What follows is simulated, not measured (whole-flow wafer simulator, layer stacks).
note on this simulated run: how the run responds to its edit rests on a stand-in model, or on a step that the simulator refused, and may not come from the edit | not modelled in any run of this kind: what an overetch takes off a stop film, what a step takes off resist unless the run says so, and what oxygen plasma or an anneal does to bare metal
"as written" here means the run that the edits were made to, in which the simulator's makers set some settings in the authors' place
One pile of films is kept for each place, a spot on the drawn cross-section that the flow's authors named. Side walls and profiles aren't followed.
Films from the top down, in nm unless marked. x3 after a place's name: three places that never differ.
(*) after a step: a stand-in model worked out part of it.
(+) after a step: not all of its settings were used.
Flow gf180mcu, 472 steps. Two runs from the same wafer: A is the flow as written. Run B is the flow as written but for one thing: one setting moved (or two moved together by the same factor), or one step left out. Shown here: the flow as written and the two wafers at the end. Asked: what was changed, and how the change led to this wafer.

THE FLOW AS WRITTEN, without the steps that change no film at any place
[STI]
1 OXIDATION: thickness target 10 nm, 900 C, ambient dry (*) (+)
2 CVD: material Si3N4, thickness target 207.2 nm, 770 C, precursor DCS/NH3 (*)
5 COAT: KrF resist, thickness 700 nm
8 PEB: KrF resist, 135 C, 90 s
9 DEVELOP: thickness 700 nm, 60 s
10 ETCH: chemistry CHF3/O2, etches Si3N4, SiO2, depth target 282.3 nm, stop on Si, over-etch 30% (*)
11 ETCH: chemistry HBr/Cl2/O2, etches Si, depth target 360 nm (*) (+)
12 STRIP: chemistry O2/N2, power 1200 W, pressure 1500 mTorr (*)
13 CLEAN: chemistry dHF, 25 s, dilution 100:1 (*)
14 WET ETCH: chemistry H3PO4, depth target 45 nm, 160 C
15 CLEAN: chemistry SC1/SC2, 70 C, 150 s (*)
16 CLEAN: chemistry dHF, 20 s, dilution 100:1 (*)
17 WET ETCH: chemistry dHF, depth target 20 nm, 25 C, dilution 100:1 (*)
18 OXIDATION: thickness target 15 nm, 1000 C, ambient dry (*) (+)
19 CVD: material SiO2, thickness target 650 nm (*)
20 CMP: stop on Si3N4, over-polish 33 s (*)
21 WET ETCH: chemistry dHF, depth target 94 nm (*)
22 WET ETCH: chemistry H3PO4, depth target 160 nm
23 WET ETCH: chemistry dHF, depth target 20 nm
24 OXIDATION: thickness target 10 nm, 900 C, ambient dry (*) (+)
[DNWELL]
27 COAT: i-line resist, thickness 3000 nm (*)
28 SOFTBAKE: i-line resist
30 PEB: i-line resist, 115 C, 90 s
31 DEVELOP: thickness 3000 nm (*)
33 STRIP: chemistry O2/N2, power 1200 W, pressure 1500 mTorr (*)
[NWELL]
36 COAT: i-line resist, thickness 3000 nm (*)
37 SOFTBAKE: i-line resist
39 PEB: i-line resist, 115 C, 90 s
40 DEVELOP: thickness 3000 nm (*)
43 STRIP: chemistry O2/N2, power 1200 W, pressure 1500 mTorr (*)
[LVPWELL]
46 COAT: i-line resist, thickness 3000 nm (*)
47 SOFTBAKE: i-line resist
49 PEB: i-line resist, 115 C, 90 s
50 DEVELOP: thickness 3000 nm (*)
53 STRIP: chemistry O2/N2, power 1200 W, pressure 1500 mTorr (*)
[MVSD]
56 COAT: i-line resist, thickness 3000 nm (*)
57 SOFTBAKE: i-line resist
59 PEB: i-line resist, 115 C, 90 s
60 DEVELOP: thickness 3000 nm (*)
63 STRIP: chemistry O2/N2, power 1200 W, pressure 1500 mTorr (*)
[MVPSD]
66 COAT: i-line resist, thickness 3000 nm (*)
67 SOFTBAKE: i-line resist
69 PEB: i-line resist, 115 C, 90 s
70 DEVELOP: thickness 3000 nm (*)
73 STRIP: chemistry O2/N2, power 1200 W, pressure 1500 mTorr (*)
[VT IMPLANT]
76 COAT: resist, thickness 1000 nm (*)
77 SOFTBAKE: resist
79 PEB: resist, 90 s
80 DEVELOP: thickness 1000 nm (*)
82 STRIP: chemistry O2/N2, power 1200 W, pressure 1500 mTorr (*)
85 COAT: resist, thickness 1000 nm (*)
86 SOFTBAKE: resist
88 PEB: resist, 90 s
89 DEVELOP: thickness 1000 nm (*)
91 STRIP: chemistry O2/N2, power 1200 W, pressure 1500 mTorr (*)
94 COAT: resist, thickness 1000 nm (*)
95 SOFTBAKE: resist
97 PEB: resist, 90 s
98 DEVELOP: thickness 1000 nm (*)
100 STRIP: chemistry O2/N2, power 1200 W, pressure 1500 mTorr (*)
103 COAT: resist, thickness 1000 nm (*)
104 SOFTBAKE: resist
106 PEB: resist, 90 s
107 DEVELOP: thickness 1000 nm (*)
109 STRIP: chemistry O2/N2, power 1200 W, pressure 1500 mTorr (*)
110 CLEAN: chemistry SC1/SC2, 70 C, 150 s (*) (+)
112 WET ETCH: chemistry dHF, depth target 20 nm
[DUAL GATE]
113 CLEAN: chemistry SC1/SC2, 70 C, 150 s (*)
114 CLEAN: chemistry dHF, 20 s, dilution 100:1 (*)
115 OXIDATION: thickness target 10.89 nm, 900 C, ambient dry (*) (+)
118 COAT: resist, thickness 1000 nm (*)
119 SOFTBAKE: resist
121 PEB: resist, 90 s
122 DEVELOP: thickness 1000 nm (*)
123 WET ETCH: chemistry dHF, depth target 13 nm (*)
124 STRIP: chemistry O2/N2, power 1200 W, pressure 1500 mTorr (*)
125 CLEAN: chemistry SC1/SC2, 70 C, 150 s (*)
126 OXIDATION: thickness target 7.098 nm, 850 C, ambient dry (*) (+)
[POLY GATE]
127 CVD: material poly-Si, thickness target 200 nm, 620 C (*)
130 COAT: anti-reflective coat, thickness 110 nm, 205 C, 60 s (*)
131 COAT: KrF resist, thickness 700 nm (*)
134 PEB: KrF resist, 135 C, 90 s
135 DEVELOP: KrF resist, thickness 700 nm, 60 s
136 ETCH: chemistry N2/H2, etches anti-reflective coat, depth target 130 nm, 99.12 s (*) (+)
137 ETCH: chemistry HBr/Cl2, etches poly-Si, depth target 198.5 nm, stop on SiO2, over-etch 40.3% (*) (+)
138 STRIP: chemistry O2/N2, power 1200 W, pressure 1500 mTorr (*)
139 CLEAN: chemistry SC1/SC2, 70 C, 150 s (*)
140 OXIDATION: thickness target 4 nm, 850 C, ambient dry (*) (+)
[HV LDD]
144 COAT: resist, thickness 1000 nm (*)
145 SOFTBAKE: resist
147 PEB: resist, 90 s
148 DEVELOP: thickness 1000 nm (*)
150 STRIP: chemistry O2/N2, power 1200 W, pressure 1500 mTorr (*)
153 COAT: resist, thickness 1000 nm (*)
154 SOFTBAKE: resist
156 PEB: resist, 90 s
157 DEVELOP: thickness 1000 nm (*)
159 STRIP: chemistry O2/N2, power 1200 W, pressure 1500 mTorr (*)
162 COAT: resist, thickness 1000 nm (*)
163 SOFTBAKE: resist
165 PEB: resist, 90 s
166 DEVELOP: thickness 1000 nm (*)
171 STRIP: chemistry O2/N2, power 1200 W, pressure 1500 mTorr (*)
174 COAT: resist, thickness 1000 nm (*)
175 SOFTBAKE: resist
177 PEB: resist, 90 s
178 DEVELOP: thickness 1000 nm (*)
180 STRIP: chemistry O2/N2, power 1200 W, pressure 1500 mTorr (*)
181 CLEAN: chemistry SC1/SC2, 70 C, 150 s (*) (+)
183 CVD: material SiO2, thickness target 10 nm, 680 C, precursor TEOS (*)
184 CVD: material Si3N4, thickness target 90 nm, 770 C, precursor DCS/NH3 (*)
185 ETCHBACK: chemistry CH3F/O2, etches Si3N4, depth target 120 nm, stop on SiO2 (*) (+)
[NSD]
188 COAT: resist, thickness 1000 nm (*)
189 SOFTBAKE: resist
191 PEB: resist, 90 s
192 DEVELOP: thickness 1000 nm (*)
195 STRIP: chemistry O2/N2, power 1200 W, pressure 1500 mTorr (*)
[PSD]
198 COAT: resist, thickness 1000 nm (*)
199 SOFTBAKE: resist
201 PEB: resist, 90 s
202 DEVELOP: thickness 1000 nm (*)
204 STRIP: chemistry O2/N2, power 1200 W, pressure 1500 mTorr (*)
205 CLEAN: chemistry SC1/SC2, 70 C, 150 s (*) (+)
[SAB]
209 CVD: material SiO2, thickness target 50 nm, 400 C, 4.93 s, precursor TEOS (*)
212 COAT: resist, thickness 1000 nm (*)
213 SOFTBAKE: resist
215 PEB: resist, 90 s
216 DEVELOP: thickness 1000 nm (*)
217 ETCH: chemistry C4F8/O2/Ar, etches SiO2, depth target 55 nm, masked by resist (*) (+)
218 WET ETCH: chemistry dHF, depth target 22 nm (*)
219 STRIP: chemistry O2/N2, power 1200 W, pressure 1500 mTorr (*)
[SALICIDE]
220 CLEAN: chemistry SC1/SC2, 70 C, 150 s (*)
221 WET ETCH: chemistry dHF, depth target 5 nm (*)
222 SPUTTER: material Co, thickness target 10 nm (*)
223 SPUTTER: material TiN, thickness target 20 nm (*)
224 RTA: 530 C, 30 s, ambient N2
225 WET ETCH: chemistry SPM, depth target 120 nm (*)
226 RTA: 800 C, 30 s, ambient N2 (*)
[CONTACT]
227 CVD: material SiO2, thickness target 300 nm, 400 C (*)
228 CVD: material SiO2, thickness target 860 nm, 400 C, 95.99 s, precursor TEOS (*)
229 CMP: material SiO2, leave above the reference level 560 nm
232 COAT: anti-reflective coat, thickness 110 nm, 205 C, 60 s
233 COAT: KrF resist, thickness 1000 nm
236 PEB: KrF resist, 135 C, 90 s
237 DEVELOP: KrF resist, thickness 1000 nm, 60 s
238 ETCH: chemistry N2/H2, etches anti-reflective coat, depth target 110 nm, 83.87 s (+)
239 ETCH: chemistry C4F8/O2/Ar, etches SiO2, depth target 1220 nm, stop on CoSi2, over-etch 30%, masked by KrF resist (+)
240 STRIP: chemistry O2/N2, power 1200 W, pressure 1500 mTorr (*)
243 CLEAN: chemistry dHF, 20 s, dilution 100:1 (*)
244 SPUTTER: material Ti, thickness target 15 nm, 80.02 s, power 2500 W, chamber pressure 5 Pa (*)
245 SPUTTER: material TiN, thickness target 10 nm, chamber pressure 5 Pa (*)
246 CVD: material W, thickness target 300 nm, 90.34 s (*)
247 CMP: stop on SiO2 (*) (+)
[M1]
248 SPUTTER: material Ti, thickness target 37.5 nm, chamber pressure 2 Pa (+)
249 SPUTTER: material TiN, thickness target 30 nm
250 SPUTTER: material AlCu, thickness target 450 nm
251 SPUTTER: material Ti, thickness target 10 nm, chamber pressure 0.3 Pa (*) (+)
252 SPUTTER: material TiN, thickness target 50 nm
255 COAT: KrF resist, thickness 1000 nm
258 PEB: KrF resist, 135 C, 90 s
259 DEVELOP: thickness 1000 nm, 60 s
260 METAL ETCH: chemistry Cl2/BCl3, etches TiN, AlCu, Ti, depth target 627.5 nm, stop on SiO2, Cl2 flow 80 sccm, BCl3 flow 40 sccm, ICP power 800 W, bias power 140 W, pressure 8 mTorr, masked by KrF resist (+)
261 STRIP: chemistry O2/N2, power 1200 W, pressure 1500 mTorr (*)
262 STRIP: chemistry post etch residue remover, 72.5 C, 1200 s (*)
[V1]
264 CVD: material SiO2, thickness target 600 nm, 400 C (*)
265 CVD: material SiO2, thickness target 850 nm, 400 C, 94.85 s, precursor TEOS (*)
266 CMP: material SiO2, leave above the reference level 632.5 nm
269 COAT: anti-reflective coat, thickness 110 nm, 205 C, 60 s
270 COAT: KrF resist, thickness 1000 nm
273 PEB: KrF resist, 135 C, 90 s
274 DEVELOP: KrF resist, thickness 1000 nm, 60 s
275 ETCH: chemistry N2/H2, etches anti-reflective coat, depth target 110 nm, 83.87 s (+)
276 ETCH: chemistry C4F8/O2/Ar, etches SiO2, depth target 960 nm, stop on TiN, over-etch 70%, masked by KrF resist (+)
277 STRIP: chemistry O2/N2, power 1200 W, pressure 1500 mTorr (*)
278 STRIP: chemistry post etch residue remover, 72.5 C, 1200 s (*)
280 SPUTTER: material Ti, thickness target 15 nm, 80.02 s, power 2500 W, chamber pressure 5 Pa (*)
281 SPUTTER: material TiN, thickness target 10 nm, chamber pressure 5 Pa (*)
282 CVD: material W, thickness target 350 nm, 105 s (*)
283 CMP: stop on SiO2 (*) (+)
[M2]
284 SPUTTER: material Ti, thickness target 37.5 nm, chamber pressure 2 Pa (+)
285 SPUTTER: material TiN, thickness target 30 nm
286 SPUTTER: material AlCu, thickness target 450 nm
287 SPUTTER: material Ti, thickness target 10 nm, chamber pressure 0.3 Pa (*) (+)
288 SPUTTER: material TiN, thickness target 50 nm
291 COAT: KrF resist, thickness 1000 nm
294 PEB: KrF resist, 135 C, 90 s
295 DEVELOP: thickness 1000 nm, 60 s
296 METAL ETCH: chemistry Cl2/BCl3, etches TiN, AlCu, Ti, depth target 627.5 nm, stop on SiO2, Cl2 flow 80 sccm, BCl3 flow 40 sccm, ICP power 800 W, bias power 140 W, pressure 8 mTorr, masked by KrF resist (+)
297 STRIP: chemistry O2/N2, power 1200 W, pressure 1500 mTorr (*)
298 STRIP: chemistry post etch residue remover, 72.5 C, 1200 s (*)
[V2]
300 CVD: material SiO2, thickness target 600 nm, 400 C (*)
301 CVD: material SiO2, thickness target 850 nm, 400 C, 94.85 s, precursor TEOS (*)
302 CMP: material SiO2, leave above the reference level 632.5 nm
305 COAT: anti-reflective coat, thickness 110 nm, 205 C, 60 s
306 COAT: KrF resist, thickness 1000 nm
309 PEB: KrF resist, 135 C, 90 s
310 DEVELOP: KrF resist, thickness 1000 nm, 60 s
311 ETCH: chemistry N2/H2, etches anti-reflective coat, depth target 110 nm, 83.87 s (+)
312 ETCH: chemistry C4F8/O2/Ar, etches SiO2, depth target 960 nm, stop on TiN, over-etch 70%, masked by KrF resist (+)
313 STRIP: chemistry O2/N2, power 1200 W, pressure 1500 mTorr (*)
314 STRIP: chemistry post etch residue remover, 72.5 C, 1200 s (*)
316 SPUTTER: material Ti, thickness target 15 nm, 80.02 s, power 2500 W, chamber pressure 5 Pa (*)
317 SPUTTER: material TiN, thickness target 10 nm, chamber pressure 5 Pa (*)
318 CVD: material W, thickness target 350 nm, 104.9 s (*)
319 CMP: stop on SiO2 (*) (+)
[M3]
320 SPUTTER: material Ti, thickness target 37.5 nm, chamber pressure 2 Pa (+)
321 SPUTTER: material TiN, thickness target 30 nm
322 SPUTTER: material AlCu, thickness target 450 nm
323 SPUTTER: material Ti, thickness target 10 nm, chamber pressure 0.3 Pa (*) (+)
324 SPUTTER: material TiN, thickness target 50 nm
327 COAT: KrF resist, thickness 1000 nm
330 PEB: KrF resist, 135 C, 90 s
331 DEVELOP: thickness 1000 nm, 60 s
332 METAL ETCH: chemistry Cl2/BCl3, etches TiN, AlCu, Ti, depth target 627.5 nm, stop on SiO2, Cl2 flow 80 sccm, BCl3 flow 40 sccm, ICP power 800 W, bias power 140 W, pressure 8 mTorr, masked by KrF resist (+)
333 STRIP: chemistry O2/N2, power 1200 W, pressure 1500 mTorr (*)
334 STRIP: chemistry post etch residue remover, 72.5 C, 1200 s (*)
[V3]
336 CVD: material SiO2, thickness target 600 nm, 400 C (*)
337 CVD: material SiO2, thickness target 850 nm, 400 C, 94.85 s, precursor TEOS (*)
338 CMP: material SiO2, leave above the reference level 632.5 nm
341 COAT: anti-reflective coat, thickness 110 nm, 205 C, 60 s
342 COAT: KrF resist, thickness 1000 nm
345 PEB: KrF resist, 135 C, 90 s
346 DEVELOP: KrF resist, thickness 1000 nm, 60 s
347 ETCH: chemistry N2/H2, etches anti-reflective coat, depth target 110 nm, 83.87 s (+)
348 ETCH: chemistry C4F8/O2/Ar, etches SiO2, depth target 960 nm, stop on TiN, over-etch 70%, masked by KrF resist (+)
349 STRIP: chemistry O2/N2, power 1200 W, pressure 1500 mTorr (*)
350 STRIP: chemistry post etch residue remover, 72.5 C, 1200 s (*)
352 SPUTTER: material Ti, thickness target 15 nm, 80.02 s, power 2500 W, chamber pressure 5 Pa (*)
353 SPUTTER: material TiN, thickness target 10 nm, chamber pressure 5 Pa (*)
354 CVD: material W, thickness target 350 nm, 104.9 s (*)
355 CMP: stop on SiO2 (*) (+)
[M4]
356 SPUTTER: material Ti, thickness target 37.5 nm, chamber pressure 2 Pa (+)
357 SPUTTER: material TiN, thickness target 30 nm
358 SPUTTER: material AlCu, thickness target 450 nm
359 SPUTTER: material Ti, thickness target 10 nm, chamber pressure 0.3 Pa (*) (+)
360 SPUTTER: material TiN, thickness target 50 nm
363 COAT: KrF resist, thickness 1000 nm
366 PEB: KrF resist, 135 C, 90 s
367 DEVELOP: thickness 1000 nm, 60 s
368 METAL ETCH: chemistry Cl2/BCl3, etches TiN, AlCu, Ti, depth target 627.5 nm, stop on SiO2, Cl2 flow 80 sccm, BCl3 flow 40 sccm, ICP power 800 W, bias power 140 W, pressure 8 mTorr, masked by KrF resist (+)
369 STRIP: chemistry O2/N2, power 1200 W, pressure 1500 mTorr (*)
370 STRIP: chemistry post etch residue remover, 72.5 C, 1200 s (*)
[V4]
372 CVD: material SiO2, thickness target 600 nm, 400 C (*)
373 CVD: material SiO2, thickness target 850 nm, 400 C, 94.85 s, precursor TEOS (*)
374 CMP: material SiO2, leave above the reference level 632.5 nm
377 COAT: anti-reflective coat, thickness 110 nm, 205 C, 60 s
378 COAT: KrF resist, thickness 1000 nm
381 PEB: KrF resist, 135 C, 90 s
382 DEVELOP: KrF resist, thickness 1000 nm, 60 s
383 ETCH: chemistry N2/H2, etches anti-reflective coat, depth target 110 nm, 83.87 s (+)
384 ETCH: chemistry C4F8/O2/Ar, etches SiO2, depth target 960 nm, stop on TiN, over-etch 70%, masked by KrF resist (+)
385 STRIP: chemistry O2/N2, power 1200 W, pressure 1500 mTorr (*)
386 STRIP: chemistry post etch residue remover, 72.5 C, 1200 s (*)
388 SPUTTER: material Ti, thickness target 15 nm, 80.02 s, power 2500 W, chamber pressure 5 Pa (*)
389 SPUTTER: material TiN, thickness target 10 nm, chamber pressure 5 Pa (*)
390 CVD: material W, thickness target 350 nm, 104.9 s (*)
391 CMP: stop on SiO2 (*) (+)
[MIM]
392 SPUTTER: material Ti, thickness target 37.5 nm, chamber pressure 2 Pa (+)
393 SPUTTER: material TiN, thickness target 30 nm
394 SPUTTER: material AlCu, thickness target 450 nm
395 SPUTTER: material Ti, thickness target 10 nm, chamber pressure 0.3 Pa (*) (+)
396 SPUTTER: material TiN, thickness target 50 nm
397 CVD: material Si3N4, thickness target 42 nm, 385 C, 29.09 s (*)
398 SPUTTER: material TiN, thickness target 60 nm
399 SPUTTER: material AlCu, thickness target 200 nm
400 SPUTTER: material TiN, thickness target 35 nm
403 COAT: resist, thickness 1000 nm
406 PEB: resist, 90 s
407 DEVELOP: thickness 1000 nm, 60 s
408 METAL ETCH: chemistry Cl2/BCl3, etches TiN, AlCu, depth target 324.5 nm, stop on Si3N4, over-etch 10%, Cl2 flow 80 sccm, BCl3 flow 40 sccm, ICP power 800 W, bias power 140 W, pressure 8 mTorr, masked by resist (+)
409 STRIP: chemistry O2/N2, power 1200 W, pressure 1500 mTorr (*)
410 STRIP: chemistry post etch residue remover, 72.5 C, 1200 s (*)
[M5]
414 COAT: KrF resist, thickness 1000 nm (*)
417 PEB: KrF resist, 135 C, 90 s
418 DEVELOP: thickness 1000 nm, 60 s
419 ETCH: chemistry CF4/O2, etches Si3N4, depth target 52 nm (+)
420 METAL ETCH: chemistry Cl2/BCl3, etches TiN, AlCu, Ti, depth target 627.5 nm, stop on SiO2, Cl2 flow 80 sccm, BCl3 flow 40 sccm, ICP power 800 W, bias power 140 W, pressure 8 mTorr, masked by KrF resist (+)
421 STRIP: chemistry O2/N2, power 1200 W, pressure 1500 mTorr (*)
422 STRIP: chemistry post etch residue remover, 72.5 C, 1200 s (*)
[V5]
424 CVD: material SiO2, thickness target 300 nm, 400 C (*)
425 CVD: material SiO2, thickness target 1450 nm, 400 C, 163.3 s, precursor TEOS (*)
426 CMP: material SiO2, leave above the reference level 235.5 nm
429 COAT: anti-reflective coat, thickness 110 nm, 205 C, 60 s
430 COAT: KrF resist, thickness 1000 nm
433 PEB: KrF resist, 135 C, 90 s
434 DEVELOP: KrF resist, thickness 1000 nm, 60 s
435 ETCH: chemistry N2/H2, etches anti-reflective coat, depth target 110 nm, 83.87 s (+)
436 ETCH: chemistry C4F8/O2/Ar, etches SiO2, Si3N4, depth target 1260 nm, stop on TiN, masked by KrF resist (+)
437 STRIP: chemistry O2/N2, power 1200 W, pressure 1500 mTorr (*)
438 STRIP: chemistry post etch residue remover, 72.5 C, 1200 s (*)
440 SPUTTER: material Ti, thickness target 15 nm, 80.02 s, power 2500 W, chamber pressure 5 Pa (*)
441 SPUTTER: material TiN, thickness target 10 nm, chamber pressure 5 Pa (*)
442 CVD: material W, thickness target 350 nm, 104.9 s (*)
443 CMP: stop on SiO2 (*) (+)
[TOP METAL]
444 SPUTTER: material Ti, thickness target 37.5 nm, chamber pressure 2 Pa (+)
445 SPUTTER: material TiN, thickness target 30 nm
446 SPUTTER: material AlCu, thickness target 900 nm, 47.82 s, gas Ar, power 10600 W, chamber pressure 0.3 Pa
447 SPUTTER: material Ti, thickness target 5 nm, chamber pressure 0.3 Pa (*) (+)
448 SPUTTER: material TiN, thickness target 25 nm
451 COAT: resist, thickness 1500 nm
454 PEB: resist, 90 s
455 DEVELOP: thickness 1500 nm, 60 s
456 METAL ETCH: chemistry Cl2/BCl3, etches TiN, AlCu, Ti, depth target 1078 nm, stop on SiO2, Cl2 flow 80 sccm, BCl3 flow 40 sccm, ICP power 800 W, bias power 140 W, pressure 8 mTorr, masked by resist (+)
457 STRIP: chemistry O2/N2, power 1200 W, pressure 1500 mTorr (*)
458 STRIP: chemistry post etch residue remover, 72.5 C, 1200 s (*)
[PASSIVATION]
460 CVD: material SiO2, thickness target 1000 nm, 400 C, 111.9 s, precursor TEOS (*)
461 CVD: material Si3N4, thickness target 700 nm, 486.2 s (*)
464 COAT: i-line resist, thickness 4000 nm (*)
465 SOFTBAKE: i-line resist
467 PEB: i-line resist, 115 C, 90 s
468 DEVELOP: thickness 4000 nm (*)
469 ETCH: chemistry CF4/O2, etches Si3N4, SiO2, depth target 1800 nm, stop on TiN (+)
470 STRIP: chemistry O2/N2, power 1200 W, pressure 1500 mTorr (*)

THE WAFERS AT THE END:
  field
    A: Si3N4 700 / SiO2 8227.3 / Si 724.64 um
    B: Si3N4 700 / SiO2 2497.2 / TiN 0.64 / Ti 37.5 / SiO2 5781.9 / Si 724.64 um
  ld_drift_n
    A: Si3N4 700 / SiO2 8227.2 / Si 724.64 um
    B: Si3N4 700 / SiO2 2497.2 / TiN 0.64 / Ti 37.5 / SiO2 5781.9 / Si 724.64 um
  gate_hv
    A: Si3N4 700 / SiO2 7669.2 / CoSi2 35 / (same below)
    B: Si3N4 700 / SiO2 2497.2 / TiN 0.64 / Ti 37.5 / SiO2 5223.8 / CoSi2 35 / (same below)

The cause: step 394, SPUTTER: thickness target 540 nm was run, where the flow has thickness target 450 nm.

How the change led to this, step by step:
  394 SPUTTER: material AlCu, thickness target 450 nm
      field, field__w1, field__w2 and 108 more: A AlCu +450 (new film) | B AlCu +540 (new film)
  420 METAL ETCH: chemistry Cl2/BCl3, etches TiN, AlCu, Ti, depth target 627.5 nm, stop on SiO2, Cl2 flow 80 sccm, BCl3 flow 40 sccm, ICP power 800 W, bias power 140 W, pressure 8 mTorr, masked by KrF resist (+)
      field, field__w1, field__w2 and 101 more: A TiN -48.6 (all of it), Ti -10 (all of it), AlCu -450 (all of it), TiN -30 (all of it), Ti -37.5 (all of it) | B TiN -48.6 (all of it), Ti -10 (all of it), AlCu -540 (all of it), TiN -28.9
  424 CVD: material SiO2, thickness target 300 nm, 400 C (*)
      field, field__w1, field__w2 and 101 more: A SiO2 +300 | B SiO2 +300 (new film)
  426 CMP: material SiO2, leave above the reference level 235.5 nm
      field, field__w1, field__w5 and 92 more: A SiO2 -300.8 | B SiO2 -249
      field__w2, field__w3, field__w12 and 6 more: A SiO2 -272.7 | B SiO2 -218.5
Counting metal films that touch as one body, field has 1 body; the flow as written gives 0 bodies.
Counting metal films that touch as one body, ld_drift_n has 1 body; the flow as written gives 0 bodies.
Counting metal films that touch as one body, gate_hv has 2 bodies (between them, from the top down: SiO2 5223.8); the flow as written gives 1 body.
